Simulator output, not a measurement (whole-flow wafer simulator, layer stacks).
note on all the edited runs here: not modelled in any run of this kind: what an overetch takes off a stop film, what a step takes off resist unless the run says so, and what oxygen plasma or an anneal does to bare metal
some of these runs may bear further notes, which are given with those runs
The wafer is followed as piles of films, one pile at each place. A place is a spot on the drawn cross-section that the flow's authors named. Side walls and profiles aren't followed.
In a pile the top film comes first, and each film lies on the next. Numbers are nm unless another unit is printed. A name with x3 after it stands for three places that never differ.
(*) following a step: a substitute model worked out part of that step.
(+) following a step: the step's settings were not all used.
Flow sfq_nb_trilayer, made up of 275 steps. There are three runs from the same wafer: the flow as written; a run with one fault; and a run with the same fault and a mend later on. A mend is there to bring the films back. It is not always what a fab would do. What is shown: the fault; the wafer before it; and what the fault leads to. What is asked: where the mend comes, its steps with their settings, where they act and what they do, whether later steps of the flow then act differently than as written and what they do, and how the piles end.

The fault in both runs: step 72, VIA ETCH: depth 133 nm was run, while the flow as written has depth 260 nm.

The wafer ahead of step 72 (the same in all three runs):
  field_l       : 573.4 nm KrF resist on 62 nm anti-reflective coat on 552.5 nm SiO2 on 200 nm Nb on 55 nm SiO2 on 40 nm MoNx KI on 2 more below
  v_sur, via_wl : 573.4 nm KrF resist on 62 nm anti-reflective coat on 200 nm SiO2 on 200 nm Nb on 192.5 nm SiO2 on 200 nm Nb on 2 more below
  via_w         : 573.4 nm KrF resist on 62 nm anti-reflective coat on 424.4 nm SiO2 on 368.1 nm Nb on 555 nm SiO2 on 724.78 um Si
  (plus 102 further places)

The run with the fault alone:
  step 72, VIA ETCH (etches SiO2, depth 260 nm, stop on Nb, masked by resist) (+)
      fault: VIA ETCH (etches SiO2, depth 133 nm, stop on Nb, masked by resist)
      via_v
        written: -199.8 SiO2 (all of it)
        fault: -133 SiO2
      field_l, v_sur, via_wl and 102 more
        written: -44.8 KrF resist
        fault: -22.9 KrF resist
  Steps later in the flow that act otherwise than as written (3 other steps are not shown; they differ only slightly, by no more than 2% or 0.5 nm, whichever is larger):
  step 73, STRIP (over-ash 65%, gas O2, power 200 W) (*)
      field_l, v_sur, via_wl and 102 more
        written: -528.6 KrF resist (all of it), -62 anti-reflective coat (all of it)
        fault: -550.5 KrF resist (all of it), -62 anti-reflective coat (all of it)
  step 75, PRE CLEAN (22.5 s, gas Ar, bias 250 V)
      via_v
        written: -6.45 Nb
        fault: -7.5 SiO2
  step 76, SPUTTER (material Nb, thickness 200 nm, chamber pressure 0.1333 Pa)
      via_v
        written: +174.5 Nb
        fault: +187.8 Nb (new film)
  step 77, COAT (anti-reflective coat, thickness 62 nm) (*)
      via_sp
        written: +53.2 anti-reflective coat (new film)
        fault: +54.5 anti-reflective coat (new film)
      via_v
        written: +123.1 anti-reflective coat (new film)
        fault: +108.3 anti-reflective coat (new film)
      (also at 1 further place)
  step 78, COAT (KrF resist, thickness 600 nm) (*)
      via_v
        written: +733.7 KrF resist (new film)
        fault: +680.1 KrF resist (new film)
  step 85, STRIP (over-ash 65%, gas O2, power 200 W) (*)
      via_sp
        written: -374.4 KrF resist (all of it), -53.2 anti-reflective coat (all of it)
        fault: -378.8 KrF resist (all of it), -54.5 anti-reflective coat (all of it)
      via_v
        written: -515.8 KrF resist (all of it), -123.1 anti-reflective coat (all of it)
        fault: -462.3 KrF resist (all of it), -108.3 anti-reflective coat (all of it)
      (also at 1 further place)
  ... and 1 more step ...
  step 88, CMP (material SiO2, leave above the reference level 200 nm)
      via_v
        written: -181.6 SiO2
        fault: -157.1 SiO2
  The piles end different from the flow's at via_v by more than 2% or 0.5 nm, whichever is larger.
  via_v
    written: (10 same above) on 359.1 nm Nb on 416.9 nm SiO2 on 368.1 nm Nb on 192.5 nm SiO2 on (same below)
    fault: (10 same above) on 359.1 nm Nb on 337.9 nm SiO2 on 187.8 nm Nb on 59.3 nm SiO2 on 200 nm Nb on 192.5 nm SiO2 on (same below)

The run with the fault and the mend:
  The mend stands after step 73.
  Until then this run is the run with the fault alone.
  step 73a, COAT (anti-reflective coat, thickness 62 nm) (*) (the flow's step 65, run once more)
      p4_fl x3, p4_w1 x9, p4_g1 x2 and 63 more
        +62 anti-reflective coat (new film)
      be_r, r_sur, res, r_end, moat, field_r, lsp_l
        +61.8 anti-reflective coat (new film)
      ln_m5, lsp_m, ln_m6, lsp_r, l0_sur, l0v
        +61.9 anti-reflective coat (new film)
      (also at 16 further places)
  step 73b, COAT (KrF resist, thickness 650 nm) (*) (the flow's step 66, run once more)
      p4_fl x3, p4_w1 x9, p4_g1 x2 and 63 more
        +650 KrF resist (new film)
      field_r, lsp_l, ln_m5, lsp_m, ln_m6, lsp_r, l0_sur, l0v
        +649.7 KrF resist (new film)
      res, r_end, moat
        +649.6 KrF resist (new film)
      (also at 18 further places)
  step 73c, SOFTBAKE (KrF resist) (the flow's step 67, run once more)
      alters no film at any place that is followed
  step 73d, EXPOSE (photomask I1, dose 11.91 mJ/cm2, NA 0.6, wavelength 248 nm) (*) (the flow's step 68, run once more)
      alters no film at any place that is followed
  step 73e, PEB (KrF resist, 90 s) (the flow's step 69, run once more)
      ce_l, c5j, ce_r and 91 more
        -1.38 KrF resist
      field_l, v_sur, via_wl and 8 more
        -1.37 KrF resist
      via_v
        -1.56 KrF resist
  step 73f, DEVELOP (KrF resist, thickness 650 nm, 60 s) (the flow's step 70, run once more)
      field_l, v_sur, via_wl and 102 more
        -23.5 KrF resist
      via_v
        -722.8 KrF resist (all of it)
  step 73g, VIA ETCH (etches anti-reflective coat, depth 125 nm, masked by resist) (+) (the flow's step 71, run once more)
      field_l, v_sur, via_wl and 102 more
        -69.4 KrF resist
      via_v
        -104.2 anti-reflective coat (all of it), -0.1 SiO2
  step 73h, VIA ETCH (etches SiO2, depth 127 nm, stop on Nb, masked by resist) (+) (the flow's step 72, run once more with other settings)
      field_l, v_sur, via_wl and 102 more
        -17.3 KrF resist
      via_v
        -66.7 SiO2 (all of it)
  step 73i, STRIP (over-ash 65%, gas O2, power 200 W) (*) (the flow's step 73, run once more)
      p4_fl x3, p4_w1 x9, p4_g1 x2 and 63 more
        -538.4 KrF resist (all of it), -62 anti-reflective coat (all of it)
      ln_m5, lsp_m, ln_m6, lsp_r, l0_sur, l0v
        -538.1 KrF resist (all of it), -61.9 anti-reflective coat (all of it)
      res, r_end, moat
        -538 KrF resist (all of it), -61.8 anti-reflective coat (all of it)
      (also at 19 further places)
  Later steps of the flow that are run all act as written at every place that is followed, up to a difference of at most 2% or 0.5 nm, whichever is larger.
  When the end is reached, the piles differ only a little from the flow's at the places that both follow, at most by 2% or 0.5 nm, whichever is larger.
